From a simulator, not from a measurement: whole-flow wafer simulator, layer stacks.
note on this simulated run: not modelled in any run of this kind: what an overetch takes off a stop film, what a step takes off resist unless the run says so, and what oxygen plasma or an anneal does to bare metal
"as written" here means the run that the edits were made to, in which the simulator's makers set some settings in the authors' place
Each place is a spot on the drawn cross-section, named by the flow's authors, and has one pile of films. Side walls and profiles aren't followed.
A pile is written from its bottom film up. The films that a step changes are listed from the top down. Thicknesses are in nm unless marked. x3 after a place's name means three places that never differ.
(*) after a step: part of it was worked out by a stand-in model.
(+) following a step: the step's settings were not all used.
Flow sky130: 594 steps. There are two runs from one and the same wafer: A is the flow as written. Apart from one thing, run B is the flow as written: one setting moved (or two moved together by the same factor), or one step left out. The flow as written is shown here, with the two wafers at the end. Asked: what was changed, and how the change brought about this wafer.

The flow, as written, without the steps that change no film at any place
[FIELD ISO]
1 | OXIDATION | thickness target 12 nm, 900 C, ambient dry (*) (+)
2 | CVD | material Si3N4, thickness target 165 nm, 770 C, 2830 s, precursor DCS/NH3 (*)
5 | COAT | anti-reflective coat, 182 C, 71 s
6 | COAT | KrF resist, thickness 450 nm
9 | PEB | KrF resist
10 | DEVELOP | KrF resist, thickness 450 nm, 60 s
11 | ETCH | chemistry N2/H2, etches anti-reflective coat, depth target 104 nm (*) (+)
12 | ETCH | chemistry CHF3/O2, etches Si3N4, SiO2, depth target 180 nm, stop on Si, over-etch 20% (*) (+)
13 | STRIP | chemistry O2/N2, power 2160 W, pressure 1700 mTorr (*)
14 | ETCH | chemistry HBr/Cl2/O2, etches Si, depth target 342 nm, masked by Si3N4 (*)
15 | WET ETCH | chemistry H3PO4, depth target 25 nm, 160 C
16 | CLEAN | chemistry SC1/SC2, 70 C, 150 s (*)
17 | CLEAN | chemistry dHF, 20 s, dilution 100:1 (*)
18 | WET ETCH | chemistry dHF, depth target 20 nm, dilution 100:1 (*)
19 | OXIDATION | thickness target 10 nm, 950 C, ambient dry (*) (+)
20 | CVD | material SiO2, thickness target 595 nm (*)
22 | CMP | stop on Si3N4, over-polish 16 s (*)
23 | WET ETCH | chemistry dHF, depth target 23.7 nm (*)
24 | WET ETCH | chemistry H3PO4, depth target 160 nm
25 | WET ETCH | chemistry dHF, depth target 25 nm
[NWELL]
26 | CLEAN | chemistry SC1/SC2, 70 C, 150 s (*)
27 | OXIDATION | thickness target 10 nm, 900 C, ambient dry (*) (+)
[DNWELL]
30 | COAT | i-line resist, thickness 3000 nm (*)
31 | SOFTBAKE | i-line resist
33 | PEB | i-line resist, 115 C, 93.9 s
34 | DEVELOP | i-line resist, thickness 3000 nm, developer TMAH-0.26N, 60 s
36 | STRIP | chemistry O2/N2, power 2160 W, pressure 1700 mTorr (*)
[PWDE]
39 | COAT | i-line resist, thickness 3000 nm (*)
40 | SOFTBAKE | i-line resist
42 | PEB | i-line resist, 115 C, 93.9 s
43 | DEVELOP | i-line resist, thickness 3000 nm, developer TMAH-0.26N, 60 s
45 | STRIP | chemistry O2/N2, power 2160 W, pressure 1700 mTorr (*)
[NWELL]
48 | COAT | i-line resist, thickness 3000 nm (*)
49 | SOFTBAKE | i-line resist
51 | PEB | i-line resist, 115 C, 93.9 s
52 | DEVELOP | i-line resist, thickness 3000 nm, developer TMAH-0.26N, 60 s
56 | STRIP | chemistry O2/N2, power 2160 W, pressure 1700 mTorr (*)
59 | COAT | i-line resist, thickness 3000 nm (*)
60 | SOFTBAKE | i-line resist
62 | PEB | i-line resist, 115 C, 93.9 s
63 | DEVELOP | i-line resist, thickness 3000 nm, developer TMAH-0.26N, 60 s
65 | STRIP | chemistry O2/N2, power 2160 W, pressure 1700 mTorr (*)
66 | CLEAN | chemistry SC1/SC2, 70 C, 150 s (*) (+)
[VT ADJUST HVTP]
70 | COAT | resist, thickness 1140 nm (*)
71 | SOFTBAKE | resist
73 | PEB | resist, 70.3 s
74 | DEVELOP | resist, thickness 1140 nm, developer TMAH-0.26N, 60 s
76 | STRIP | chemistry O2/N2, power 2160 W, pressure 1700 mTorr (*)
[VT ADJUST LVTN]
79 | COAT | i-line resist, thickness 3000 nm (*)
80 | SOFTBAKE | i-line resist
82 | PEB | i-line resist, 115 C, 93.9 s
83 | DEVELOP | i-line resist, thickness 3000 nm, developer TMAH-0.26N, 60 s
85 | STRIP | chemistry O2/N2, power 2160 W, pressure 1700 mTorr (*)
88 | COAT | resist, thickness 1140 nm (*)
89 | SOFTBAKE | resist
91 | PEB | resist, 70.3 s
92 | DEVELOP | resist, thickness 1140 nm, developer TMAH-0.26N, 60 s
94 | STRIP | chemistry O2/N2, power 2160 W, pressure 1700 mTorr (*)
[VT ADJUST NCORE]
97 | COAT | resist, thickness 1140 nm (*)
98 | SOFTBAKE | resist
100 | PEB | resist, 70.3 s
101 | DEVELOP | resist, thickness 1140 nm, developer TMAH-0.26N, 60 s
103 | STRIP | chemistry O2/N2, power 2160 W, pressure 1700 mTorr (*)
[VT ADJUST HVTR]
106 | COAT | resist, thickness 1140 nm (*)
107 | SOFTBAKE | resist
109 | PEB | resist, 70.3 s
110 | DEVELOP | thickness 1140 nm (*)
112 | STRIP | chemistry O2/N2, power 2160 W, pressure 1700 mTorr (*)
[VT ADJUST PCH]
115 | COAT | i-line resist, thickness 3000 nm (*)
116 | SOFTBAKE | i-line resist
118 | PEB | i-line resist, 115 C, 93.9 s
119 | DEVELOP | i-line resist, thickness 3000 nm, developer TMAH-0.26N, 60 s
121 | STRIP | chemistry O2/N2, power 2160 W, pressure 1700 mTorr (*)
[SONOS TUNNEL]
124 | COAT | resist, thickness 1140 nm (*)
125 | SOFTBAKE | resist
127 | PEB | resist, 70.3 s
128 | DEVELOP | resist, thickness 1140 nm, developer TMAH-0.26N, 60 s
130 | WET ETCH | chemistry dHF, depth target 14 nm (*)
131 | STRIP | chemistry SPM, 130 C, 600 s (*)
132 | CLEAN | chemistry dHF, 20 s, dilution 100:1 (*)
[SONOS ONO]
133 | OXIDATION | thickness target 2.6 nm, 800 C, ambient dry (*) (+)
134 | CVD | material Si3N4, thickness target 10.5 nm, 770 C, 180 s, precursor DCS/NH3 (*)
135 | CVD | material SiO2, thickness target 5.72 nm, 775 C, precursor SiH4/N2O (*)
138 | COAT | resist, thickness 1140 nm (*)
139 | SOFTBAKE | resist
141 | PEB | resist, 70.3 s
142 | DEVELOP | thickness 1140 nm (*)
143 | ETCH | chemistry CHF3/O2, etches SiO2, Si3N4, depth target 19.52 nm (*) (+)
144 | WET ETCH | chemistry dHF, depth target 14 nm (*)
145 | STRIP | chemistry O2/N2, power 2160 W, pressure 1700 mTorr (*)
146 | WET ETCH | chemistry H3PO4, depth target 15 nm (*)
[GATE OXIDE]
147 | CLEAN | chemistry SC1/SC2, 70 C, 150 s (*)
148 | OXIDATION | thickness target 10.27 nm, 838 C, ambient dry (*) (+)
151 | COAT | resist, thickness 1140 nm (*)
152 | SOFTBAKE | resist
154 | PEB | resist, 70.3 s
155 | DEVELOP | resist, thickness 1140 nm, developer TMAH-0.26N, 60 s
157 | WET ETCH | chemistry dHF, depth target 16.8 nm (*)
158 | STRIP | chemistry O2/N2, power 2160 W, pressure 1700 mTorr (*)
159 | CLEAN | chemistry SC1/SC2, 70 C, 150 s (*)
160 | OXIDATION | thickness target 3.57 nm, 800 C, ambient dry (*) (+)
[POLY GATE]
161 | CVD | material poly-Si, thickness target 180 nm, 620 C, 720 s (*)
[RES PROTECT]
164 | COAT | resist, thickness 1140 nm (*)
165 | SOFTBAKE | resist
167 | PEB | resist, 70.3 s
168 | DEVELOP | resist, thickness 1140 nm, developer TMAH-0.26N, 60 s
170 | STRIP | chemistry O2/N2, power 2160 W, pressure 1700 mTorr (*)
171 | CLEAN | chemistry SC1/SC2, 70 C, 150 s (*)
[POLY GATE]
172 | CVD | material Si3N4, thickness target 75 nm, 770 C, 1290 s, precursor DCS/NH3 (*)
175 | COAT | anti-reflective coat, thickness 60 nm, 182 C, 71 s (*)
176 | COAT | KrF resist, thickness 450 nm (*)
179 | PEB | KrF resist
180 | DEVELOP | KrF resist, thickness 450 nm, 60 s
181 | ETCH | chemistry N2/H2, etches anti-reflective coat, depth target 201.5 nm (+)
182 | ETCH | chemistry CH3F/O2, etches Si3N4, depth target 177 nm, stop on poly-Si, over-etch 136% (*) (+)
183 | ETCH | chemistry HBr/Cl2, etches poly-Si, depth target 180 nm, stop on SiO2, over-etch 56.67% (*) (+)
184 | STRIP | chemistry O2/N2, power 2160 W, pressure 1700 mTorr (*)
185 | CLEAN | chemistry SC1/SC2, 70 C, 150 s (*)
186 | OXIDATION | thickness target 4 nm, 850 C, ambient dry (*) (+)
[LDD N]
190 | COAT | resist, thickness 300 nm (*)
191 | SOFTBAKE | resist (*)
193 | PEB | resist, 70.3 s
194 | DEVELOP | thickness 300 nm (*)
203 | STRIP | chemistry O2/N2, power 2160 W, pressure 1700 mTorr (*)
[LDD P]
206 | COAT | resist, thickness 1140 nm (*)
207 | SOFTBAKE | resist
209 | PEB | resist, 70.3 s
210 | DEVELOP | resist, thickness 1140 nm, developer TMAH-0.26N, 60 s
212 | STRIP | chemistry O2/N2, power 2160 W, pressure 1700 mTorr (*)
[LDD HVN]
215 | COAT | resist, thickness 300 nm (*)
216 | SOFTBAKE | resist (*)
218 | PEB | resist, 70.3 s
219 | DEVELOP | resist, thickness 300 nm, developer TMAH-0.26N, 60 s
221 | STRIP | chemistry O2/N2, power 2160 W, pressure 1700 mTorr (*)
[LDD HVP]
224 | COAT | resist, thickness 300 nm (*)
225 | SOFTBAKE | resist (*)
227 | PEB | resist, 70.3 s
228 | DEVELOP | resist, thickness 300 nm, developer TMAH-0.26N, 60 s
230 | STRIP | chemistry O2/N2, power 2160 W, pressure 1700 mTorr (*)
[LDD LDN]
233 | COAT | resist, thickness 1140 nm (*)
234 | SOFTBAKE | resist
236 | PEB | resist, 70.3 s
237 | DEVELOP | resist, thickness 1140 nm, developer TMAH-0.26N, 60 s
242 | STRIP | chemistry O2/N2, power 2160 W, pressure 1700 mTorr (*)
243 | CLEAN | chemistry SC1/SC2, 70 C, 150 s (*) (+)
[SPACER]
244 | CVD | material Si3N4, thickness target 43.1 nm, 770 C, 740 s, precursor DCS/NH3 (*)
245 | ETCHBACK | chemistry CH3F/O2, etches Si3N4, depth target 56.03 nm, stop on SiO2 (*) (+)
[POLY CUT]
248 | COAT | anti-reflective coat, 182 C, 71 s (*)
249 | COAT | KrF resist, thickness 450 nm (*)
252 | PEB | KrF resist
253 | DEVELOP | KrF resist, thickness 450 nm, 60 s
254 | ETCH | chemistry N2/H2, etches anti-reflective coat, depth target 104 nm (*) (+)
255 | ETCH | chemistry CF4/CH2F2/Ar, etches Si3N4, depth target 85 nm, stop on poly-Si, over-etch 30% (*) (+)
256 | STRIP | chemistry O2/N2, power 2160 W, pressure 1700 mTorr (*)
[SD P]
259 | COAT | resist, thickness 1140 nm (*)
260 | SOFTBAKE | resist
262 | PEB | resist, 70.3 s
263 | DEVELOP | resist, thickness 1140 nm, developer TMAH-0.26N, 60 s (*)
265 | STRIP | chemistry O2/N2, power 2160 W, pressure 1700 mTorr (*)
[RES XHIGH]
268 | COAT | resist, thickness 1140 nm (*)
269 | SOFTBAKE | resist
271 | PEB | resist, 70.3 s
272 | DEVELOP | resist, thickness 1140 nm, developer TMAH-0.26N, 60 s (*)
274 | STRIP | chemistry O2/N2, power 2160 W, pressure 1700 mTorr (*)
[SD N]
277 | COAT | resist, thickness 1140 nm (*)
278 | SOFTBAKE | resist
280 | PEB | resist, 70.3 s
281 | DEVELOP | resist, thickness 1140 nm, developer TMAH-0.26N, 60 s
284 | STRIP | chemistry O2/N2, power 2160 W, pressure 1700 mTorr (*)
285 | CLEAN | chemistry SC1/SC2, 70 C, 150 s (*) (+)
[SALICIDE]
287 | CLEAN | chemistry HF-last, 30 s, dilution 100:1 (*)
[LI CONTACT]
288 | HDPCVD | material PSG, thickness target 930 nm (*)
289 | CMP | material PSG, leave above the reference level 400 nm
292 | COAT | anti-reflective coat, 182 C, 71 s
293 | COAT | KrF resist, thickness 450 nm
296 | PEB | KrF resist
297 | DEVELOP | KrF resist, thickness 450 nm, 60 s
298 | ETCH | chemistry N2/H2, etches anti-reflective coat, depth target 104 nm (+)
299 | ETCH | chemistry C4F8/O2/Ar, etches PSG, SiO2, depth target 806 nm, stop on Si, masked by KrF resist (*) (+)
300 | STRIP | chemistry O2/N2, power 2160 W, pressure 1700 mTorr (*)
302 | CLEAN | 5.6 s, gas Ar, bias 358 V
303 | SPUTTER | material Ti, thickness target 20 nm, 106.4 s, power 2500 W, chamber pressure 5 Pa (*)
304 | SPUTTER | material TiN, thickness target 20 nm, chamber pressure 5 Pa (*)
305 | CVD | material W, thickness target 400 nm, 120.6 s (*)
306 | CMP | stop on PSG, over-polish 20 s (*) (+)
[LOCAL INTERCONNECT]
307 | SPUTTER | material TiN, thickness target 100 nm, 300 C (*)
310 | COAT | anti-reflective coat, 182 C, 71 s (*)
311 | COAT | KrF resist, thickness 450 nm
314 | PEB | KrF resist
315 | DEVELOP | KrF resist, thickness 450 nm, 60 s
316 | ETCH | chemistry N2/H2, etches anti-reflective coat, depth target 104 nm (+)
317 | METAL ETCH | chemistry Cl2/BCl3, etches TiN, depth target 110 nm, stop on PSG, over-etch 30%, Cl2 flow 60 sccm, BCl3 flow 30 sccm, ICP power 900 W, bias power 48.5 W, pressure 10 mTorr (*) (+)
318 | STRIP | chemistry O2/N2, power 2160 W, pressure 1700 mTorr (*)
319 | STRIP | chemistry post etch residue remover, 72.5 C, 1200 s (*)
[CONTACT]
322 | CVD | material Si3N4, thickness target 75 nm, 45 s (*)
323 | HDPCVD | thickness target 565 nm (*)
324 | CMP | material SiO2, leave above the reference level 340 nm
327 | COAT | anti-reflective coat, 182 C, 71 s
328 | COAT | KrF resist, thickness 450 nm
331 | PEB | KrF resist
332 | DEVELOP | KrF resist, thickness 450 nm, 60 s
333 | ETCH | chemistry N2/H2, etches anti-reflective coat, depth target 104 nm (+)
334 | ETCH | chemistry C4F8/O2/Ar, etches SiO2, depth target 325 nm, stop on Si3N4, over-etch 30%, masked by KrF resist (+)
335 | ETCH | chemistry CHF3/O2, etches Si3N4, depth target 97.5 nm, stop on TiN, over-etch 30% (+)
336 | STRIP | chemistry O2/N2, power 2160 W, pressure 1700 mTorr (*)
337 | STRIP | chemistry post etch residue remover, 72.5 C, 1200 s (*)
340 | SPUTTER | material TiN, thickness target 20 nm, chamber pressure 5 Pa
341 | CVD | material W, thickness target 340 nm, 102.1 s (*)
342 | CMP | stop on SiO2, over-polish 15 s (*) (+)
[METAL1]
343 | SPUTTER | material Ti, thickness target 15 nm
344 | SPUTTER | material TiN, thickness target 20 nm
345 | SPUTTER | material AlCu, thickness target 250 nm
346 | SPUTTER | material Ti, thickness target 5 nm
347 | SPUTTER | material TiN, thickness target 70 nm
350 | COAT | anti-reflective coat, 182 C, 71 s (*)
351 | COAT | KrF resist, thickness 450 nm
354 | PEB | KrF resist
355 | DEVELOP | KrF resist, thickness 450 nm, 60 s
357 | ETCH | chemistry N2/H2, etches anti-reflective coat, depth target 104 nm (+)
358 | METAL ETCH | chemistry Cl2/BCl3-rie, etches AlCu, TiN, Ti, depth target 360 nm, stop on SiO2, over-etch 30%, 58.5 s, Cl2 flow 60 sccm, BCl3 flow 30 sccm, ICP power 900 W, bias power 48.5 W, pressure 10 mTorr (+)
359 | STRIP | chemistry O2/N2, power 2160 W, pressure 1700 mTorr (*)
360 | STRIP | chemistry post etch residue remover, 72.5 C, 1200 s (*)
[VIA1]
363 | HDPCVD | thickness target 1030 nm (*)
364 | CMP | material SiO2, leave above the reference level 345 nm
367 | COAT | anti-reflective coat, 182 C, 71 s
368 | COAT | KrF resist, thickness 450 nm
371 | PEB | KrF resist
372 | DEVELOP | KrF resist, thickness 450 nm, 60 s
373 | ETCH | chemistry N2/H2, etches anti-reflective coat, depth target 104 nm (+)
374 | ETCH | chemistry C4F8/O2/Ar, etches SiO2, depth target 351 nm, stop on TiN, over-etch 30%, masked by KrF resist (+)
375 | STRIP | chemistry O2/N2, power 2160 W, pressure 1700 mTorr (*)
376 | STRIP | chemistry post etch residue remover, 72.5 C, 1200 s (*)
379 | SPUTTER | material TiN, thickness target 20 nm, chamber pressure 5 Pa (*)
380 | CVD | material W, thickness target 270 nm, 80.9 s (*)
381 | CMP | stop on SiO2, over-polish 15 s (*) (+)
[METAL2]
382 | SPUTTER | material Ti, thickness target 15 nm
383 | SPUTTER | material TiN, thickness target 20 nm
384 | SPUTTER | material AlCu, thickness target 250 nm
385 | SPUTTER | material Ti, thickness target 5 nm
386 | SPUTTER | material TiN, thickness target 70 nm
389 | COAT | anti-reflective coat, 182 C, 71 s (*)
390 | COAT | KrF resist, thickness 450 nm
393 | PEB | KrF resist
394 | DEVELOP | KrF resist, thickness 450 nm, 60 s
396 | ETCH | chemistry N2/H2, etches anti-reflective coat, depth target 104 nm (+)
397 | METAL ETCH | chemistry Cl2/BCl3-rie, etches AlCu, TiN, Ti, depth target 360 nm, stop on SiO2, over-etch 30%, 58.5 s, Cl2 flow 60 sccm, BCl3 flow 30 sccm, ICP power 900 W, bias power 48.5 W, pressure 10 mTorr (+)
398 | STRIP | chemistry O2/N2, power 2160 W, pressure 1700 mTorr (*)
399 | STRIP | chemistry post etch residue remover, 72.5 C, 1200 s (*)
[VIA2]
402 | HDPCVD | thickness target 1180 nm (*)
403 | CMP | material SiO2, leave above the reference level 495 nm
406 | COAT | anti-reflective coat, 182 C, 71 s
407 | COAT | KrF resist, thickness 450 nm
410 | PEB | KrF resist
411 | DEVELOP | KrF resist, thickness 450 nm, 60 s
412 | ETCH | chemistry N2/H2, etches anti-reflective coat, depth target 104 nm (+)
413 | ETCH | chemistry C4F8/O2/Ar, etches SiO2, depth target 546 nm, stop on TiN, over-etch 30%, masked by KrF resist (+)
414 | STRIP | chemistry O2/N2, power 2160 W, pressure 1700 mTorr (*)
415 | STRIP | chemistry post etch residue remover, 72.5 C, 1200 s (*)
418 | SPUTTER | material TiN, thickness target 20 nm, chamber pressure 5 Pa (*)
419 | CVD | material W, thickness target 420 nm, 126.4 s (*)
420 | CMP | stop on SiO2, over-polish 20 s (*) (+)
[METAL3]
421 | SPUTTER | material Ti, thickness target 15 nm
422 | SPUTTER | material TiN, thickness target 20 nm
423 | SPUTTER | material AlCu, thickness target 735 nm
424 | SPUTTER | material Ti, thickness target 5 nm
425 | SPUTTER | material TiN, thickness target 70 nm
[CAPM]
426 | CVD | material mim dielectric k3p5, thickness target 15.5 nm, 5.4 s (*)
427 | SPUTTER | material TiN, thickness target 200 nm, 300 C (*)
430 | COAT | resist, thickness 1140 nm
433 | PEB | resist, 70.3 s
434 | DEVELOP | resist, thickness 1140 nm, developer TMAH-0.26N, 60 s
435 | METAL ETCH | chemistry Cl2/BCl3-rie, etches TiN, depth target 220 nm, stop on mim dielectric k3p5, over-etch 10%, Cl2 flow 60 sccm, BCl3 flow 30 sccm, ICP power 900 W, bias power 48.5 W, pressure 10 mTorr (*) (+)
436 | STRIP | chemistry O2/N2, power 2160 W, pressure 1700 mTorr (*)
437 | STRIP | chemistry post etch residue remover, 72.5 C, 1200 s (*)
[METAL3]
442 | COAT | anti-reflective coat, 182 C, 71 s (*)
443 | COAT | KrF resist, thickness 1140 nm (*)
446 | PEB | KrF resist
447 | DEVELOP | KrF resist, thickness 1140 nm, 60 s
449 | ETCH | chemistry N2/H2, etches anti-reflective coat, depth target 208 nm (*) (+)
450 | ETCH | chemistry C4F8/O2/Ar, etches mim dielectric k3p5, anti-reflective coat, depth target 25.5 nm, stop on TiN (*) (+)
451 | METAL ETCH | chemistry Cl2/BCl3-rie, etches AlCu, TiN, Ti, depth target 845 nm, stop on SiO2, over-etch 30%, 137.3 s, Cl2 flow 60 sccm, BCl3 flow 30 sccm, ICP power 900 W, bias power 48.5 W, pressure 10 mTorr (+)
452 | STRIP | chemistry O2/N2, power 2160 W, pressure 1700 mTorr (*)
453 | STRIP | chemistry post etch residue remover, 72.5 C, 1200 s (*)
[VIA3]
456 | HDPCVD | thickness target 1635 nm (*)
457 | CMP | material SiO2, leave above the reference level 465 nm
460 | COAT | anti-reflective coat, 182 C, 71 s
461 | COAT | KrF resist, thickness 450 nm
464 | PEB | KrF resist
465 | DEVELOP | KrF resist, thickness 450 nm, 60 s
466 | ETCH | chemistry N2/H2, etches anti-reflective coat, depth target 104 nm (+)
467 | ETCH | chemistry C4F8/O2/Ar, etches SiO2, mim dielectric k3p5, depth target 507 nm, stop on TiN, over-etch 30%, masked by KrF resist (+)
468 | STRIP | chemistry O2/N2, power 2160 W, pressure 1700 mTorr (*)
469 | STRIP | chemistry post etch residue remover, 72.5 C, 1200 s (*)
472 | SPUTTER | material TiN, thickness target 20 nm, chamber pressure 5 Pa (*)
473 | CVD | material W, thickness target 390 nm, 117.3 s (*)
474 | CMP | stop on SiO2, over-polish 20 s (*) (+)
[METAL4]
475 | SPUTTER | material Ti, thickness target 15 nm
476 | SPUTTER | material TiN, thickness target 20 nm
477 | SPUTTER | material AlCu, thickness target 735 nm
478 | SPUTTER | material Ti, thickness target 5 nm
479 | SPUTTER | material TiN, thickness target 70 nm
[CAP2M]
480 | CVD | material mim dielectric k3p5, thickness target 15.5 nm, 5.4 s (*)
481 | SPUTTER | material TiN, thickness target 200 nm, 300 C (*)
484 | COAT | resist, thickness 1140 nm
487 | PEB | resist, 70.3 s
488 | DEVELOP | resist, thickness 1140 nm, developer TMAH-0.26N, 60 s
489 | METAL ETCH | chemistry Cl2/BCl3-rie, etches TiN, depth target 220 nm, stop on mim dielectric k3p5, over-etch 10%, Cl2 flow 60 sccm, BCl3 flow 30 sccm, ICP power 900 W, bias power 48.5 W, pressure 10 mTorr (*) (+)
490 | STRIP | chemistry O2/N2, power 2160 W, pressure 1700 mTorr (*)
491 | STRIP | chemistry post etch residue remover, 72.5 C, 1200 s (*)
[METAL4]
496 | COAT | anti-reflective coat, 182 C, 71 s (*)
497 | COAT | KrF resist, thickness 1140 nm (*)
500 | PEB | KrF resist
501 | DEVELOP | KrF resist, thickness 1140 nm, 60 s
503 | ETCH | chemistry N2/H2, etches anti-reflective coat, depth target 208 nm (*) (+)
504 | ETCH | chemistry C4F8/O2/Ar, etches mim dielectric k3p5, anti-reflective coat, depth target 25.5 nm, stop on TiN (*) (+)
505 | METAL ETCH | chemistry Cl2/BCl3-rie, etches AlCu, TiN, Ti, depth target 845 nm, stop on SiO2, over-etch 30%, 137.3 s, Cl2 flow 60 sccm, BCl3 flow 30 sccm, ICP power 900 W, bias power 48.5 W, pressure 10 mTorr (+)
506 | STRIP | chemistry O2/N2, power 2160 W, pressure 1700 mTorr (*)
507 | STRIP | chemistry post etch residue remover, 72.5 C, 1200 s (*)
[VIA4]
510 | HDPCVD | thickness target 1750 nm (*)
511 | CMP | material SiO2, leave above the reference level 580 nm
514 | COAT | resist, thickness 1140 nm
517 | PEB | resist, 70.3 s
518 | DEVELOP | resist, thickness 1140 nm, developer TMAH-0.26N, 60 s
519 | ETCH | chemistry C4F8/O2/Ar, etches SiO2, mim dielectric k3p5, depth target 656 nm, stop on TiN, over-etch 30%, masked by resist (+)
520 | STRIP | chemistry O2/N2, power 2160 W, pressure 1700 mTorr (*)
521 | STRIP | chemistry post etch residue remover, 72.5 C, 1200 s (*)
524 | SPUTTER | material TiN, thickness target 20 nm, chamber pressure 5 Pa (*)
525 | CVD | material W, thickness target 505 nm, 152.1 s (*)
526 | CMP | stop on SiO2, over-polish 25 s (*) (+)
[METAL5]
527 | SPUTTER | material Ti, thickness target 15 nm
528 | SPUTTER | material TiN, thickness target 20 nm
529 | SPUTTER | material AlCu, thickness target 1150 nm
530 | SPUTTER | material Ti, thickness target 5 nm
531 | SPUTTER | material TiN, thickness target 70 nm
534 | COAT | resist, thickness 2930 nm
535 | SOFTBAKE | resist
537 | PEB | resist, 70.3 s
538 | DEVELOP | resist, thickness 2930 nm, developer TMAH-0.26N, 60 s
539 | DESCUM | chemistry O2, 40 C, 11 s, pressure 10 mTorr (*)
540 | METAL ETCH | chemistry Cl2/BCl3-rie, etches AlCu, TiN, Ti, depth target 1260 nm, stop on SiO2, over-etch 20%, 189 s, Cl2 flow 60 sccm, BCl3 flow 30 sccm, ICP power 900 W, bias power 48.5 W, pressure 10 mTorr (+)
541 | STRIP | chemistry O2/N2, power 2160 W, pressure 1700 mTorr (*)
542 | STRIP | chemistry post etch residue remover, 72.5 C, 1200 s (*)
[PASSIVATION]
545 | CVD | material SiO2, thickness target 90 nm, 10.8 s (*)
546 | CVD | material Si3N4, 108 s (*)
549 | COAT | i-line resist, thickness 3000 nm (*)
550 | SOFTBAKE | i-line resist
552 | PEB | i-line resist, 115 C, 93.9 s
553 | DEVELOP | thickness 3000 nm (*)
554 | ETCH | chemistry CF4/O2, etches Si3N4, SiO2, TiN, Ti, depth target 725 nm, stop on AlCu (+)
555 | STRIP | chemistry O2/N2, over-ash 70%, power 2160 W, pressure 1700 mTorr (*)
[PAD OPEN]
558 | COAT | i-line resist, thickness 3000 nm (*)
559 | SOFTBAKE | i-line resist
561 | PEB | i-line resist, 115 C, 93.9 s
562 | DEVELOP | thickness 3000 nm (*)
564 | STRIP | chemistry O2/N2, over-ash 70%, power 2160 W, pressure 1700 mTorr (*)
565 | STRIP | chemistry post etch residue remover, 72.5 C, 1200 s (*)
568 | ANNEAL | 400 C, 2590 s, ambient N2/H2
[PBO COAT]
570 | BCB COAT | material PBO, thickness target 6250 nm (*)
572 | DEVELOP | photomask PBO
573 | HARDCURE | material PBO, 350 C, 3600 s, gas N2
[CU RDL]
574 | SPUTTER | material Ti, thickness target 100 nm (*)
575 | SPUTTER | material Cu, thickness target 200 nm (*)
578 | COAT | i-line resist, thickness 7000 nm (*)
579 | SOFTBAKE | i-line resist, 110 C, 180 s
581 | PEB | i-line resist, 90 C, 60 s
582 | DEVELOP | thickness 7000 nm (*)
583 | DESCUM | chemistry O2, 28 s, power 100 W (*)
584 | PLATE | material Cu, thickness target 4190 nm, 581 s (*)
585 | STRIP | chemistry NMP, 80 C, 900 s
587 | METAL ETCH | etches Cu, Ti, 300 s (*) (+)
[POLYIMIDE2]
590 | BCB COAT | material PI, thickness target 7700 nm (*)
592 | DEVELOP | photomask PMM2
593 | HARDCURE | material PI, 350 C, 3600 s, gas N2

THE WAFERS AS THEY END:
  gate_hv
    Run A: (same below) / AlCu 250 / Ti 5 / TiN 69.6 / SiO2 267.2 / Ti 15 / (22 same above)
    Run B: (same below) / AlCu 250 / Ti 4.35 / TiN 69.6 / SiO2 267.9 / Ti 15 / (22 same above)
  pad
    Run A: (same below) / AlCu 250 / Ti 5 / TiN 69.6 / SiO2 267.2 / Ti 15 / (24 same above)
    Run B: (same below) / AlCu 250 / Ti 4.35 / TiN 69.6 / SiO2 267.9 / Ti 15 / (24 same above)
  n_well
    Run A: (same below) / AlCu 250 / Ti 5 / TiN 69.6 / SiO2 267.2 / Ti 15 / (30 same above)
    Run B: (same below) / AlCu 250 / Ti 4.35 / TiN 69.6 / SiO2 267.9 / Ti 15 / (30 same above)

Cause: step 346, SPUTTER: thickness target 4.35 nm was run, while the flow as written has thickness target 5 nm.
One can read it off the wafer: gate_hv has Ti 4.35, and step 346 as written asks for 5 nm.

How this came from the change, step by step:
  346 | SPUTTER | material Ti, thickness target 5 nm
      field, active, n_well and 188 more: A Ti gains 5 (new film) | B Ti gains 4.35 (new film)
  358 | METAL ETCH | chemistry Cl2/BCl3-rie, etches AlCu, TiN, Ti, depth target 360 nm, stop on SiO2, over-etch 30%, 58.5 s, Cl2 flow 60 sccm, BCl3 flow 30 sccm, ICP power 900 W, bias power 48.5 W, pressure 10 mTorr (+)
      field, active, gate and 81 more: A TiN loses 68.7 (all of it), Ti loses 5 (all of it), AlCu loses 250 (all of it), TiN loses 20 (all of it), Ti loses 15 (all of it), SiO2 loses 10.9 | B TiN loses 68.7 (all of it), Ti loses 4.35 (all of it), AlCu loses 250 (all of it), TiN loses 20 (all of it), Ti loses 15 (all of it), SiO2 loses 11
